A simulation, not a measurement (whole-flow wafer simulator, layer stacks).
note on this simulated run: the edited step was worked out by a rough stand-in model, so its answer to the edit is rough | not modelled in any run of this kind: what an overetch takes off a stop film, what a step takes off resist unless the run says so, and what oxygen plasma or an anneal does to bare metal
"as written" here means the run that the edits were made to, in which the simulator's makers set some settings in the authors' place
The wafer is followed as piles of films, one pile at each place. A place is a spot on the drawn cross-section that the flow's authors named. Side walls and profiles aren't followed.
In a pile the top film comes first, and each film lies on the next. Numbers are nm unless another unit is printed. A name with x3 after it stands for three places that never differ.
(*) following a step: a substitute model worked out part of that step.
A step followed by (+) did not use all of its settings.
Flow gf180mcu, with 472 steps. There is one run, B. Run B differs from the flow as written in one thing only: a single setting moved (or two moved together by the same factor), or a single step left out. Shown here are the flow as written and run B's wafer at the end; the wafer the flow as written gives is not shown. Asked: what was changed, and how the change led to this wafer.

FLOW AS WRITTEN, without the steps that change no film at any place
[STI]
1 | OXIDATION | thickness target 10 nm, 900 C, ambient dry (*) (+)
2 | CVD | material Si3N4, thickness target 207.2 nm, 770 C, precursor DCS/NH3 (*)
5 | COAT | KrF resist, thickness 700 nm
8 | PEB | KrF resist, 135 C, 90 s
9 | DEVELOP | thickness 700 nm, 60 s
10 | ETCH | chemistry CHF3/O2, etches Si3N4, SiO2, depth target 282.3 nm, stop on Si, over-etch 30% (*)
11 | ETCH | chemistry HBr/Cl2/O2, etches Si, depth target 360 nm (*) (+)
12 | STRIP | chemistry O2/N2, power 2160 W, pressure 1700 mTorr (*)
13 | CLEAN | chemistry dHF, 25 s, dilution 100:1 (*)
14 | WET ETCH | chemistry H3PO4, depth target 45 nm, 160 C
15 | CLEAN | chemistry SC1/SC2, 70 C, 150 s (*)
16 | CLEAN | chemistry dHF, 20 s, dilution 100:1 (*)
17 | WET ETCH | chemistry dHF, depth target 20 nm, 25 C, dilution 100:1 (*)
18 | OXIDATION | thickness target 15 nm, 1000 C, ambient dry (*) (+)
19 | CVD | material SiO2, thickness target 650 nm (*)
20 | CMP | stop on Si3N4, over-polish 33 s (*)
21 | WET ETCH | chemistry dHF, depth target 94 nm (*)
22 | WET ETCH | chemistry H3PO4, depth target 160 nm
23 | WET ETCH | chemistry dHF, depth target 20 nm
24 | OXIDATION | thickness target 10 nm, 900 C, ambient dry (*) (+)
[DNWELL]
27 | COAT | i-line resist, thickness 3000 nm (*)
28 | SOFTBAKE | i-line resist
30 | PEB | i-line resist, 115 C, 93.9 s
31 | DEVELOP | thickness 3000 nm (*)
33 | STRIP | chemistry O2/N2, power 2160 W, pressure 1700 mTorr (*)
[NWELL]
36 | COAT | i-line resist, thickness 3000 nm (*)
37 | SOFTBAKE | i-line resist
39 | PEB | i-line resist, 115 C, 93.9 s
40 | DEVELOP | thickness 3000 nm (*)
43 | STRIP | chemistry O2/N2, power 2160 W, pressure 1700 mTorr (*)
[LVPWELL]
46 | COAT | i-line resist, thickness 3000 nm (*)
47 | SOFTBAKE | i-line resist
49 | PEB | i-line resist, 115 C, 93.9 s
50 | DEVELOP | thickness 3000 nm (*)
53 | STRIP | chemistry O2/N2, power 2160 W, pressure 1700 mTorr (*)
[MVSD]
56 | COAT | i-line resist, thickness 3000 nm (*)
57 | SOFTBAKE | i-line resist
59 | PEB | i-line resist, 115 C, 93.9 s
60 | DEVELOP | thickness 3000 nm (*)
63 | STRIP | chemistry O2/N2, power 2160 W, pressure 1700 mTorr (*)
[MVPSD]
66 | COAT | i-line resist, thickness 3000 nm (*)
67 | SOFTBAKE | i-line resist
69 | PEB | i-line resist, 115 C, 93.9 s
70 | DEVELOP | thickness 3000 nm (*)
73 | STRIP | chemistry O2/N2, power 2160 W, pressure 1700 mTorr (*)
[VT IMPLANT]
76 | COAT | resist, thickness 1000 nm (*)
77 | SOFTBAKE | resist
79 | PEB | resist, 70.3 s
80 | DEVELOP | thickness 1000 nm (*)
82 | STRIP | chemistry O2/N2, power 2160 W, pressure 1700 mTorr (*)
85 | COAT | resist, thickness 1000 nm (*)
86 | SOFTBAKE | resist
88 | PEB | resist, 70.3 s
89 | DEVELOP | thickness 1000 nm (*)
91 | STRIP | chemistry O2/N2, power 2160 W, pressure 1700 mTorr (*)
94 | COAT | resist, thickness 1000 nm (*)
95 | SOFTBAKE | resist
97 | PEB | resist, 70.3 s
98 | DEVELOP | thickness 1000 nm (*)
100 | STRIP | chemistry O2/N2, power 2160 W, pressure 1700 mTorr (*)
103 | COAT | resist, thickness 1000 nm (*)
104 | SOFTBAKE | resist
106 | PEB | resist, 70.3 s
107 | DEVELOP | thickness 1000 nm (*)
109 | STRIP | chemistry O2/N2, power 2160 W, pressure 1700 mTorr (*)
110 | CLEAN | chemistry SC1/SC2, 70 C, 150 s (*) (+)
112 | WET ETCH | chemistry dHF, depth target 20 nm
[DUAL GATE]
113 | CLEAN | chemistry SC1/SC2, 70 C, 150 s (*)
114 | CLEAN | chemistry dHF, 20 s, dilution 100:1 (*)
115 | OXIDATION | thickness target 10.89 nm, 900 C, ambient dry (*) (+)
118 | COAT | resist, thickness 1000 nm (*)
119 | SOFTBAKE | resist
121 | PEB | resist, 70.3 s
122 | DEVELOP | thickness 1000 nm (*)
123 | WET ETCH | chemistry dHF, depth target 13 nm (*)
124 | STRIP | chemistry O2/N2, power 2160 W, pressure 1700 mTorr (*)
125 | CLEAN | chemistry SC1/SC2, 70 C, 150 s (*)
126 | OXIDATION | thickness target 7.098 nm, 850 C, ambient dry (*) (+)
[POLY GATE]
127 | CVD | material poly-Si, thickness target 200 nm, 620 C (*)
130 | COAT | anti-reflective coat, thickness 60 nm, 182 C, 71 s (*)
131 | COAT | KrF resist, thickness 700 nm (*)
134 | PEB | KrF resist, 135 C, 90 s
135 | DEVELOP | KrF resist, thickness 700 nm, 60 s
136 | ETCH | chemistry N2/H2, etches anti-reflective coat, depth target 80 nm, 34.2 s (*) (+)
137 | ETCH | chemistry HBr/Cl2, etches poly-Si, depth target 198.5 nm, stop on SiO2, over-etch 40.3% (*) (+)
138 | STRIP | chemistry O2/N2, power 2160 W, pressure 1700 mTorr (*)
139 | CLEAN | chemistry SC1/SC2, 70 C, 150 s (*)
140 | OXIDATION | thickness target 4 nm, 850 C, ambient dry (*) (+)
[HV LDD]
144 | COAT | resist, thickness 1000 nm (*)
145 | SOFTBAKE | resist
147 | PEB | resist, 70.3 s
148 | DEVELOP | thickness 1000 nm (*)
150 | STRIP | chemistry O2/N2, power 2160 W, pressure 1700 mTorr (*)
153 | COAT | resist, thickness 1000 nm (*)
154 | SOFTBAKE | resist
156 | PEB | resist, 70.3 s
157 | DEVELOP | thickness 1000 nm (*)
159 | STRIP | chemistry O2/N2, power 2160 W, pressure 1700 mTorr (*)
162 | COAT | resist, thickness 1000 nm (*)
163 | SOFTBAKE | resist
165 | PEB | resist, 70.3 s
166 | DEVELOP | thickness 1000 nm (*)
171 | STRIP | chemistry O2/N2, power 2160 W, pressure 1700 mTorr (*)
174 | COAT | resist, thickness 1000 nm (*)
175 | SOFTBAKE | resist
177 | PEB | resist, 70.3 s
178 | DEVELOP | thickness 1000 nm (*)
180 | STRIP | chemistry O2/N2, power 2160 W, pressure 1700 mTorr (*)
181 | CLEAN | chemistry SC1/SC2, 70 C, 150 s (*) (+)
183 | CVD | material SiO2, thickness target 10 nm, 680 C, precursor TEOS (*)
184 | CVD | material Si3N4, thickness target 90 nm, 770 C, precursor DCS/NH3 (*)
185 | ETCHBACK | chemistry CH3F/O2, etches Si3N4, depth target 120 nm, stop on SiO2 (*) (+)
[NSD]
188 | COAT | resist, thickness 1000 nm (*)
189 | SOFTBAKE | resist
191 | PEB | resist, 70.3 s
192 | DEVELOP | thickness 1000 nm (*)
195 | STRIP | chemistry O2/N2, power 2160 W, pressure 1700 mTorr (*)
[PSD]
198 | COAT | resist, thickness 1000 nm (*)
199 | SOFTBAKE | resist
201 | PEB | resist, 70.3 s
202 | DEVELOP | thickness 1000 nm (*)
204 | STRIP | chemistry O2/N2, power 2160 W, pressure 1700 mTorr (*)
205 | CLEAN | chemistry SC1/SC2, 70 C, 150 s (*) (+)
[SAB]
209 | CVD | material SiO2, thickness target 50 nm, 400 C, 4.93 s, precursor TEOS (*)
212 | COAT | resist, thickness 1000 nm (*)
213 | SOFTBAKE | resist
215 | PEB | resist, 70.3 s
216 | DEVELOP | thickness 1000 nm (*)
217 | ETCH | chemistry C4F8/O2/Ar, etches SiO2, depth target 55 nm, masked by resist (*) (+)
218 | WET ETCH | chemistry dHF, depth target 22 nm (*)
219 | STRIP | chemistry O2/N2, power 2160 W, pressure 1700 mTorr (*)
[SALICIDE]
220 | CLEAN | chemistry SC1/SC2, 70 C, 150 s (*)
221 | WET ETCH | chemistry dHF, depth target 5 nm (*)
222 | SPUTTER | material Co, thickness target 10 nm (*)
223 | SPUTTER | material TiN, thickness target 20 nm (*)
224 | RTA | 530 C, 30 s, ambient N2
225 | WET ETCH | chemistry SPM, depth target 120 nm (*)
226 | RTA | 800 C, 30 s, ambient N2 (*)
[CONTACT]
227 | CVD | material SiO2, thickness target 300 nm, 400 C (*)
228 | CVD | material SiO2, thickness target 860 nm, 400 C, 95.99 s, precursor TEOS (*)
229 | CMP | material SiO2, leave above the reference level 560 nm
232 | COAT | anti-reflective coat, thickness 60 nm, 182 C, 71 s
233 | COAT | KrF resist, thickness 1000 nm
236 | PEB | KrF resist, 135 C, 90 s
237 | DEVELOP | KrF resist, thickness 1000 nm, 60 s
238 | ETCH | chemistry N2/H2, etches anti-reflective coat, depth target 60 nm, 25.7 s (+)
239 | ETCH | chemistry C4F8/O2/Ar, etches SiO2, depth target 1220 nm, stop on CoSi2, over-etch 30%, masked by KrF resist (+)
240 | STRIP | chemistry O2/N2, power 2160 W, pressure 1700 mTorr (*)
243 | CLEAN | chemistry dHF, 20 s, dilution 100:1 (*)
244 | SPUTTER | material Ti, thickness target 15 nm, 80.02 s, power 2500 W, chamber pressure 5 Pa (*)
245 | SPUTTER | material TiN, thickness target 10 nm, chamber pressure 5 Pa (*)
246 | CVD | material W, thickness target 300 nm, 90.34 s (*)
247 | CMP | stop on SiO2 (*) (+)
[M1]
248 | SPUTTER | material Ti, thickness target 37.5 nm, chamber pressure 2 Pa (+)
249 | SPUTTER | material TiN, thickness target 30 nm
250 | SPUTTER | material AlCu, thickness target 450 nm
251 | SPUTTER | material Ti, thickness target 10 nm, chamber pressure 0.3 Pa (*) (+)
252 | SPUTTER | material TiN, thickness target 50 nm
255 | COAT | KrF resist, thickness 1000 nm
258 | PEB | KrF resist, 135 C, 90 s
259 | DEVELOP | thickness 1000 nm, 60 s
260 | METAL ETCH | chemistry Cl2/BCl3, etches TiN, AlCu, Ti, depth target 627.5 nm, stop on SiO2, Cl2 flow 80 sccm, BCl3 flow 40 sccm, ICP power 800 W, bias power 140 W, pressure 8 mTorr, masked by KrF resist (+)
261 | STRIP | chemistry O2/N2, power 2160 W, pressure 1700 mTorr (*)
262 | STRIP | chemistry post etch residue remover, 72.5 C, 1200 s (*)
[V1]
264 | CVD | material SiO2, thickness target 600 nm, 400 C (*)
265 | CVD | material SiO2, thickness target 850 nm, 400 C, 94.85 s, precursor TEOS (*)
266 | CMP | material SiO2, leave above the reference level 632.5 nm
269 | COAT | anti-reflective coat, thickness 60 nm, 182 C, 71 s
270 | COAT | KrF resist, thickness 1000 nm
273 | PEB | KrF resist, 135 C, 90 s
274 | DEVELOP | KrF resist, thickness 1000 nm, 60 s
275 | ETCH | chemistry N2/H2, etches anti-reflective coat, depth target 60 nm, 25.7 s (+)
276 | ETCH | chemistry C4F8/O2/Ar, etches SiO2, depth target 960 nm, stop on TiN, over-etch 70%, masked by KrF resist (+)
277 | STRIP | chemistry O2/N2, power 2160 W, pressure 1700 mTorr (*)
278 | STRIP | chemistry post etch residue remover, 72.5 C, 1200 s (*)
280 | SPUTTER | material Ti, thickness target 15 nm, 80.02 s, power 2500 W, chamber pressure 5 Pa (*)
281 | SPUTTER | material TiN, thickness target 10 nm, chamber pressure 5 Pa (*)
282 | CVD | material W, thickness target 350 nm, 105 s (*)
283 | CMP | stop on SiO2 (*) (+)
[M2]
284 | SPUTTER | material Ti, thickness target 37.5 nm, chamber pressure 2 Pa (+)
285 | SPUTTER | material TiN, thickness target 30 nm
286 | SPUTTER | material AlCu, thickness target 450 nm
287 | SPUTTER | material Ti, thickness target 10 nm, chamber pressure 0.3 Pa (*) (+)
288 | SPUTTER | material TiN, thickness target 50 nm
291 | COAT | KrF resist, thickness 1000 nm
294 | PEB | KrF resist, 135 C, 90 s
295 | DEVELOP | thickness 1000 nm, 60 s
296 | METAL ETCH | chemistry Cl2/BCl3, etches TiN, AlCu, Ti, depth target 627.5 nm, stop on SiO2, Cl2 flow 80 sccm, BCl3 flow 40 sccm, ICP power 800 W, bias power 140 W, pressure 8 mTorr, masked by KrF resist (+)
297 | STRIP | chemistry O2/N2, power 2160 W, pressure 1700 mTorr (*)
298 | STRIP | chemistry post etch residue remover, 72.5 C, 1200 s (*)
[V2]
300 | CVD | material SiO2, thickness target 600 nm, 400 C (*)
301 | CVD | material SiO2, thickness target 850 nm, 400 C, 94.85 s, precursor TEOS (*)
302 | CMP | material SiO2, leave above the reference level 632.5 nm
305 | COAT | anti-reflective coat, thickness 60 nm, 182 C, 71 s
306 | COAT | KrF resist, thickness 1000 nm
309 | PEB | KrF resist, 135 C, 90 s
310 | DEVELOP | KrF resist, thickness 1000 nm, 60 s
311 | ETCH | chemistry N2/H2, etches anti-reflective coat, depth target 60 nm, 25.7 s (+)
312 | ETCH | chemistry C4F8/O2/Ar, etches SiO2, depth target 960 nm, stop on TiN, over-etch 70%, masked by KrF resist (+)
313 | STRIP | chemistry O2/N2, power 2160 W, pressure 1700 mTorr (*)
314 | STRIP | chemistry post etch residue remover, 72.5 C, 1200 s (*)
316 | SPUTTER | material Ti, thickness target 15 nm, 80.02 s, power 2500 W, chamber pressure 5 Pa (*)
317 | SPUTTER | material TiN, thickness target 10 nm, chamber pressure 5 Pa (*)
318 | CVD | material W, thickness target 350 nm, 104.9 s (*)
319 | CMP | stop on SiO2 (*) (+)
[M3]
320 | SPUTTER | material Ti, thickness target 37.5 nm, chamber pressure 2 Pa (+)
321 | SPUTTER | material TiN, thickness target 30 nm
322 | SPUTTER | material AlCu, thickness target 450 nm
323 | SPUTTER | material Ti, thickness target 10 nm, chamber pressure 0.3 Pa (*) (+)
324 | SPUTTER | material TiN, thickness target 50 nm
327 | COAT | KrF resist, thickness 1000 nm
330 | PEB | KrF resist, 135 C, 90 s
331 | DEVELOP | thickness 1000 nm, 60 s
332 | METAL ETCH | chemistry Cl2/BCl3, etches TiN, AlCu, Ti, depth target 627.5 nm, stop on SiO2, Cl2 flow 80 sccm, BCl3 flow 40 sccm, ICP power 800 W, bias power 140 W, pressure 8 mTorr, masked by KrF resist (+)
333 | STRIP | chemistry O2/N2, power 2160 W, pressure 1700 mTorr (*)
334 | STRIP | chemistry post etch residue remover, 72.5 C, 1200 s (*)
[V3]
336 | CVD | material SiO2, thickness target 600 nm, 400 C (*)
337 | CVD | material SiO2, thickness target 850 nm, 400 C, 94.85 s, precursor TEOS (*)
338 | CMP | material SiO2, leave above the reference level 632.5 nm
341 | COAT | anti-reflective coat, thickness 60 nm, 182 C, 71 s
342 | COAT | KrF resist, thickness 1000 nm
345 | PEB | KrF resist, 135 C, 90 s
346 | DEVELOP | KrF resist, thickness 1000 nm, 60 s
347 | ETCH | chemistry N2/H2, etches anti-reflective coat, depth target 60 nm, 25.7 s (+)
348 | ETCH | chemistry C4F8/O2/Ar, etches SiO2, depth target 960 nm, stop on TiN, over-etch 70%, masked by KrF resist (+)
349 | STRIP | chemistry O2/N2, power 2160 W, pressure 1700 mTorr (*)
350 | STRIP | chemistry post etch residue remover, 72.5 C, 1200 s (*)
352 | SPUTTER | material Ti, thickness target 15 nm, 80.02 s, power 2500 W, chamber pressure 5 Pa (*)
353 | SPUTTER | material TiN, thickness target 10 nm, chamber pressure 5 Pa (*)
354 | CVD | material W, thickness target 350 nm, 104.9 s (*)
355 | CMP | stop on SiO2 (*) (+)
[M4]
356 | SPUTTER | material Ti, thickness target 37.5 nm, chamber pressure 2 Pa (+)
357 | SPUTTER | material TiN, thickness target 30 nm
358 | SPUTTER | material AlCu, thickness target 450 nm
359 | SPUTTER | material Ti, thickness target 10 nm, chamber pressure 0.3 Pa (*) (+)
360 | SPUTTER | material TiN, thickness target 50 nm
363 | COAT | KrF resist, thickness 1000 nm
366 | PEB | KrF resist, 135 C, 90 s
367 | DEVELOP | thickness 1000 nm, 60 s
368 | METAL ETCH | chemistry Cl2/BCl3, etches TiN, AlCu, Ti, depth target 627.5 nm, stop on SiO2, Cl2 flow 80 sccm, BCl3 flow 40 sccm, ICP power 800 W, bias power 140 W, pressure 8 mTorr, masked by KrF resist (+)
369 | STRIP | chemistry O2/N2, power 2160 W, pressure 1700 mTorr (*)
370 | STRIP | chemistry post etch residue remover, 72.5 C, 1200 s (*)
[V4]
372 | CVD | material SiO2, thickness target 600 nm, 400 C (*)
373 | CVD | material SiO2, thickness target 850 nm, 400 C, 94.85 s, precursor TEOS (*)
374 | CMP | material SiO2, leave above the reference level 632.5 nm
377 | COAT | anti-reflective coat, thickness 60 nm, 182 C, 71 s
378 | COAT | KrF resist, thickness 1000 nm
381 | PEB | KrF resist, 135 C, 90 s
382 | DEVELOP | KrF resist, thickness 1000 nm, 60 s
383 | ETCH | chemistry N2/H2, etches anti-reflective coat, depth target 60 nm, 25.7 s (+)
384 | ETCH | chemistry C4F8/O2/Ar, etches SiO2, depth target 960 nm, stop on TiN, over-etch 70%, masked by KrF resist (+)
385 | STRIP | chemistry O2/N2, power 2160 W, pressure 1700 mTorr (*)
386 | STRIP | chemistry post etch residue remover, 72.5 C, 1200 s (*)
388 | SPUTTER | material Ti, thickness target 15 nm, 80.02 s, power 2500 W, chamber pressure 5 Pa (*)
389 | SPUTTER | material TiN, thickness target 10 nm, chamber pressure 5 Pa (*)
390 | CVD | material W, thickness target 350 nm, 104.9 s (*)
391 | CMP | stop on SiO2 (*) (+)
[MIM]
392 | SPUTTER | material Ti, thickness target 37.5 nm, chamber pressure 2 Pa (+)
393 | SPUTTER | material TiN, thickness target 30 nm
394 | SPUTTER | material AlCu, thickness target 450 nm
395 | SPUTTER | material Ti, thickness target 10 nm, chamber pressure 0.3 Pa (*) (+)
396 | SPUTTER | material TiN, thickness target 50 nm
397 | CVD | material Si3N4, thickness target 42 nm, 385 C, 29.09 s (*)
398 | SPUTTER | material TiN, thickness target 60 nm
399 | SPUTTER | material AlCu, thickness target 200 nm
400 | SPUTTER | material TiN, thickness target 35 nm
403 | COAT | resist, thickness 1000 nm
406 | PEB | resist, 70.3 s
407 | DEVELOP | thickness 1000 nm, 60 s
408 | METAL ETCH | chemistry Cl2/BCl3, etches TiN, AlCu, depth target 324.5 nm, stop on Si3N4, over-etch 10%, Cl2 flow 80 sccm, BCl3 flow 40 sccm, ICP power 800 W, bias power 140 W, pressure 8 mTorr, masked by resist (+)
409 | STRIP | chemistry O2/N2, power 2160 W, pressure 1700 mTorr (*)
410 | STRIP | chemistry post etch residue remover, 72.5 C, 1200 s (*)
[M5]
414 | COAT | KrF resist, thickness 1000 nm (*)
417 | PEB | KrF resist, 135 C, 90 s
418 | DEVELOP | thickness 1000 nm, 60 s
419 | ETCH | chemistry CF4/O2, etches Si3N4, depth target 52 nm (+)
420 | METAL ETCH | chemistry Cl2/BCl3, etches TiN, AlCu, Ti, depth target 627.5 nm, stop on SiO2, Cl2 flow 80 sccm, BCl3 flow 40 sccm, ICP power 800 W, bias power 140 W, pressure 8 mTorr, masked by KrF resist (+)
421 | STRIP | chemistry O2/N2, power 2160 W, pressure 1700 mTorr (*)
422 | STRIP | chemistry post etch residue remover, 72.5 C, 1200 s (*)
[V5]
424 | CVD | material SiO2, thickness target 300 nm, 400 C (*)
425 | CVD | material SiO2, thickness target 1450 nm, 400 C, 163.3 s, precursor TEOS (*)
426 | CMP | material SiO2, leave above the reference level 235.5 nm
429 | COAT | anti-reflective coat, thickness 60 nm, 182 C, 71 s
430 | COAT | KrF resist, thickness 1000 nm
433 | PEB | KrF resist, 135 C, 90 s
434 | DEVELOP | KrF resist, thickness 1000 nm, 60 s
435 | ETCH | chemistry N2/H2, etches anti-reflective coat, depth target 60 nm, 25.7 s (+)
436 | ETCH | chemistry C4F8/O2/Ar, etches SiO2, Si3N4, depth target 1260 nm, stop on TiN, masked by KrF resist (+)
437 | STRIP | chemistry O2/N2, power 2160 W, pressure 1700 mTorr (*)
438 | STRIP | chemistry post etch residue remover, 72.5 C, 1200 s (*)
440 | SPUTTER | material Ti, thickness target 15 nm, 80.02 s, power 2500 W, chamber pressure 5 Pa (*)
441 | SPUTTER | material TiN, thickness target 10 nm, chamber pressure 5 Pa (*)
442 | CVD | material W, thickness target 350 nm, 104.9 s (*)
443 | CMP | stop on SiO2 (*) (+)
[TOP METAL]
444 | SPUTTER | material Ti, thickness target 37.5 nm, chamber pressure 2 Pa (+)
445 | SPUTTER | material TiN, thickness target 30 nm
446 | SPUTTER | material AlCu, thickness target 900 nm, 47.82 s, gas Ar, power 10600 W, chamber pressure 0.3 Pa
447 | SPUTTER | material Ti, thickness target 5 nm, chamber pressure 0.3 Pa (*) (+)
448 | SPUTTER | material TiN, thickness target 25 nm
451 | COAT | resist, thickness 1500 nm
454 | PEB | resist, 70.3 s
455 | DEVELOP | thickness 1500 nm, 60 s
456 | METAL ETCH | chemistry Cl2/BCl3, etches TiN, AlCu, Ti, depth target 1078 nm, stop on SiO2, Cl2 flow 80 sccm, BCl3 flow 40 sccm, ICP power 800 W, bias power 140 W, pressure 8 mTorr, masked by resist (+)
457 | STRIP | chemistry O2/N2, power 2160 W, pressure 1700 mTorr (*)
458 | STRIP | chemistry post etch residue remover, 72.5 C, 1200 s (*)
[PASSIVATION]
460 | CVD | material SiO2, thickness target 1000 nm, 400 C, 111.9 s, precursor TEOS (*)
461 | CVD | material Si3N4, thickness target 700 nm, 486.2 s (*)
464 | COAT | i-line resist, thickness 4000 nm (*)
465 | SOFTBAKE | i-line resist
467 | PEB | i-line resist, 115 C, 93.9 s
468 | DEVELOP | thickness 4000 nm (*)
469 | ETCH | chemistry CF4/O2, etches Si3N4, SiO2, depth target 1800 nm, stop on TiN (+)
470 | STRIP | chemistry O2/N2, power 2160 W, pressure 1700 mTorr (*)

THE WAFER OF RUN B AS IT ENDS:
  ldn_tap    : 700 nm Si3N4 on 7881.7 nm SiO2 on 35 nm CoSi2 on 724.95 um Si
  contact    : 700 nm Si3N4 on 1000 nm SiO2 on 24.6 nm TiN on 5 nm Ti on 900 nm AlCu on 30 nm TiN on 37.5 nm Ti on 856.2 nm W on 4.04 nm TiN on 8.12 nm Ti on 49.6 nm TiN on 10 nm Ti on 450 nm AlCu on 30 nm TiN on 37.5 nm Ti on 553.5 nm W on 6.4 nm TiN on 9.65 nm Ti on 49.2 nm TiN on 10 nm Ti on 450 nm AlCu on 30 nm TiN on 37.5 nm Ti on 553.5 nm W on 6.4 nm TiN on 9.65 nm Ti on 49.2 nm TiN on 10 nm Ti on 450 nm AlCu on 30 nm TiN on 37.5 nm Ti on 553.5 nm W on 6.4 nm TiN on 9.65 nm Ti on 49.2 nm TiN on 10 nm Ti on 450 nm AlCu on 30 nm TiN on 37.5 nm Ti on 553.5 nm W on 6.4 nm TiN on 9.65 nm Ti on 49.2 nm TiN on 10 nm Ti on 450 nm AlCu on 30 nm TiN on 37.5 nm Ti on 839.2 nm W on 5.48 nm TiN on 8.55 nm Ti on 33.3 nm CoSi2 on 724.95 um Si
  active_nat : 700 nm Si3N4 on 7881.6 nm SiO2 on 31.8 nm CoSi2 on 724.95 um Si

Cause: step 441, SPUTTER: thickness target 7.5 nm was run, though the flow has thickness target 10 nm.

How this came from the change, step by step:
  441 | SPUTTER | material TiN, thickness target 10 nm, chamber pressure 5 Pa (*)
      field, field__w1, field__w2 and 108 more: +7.5 TiN (new film) (it would be, as written: +10 TiN (new film))
      contact: +4.04 TiN (new film) (it would be, as written: +5.38 TiN (new film))
  443 | CMP | stop on SiO2 (*) (+)
      field, field__w1, field__w2 and 108 more: -350 W (all of it), -7.5 TiN (all of it), -15 Ti (all of it), -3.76 SiO2 (it would be, as written: -350 W (all of it), -10 TiN (all of it), -15 Ti (all of it), -3.78 SiO2)
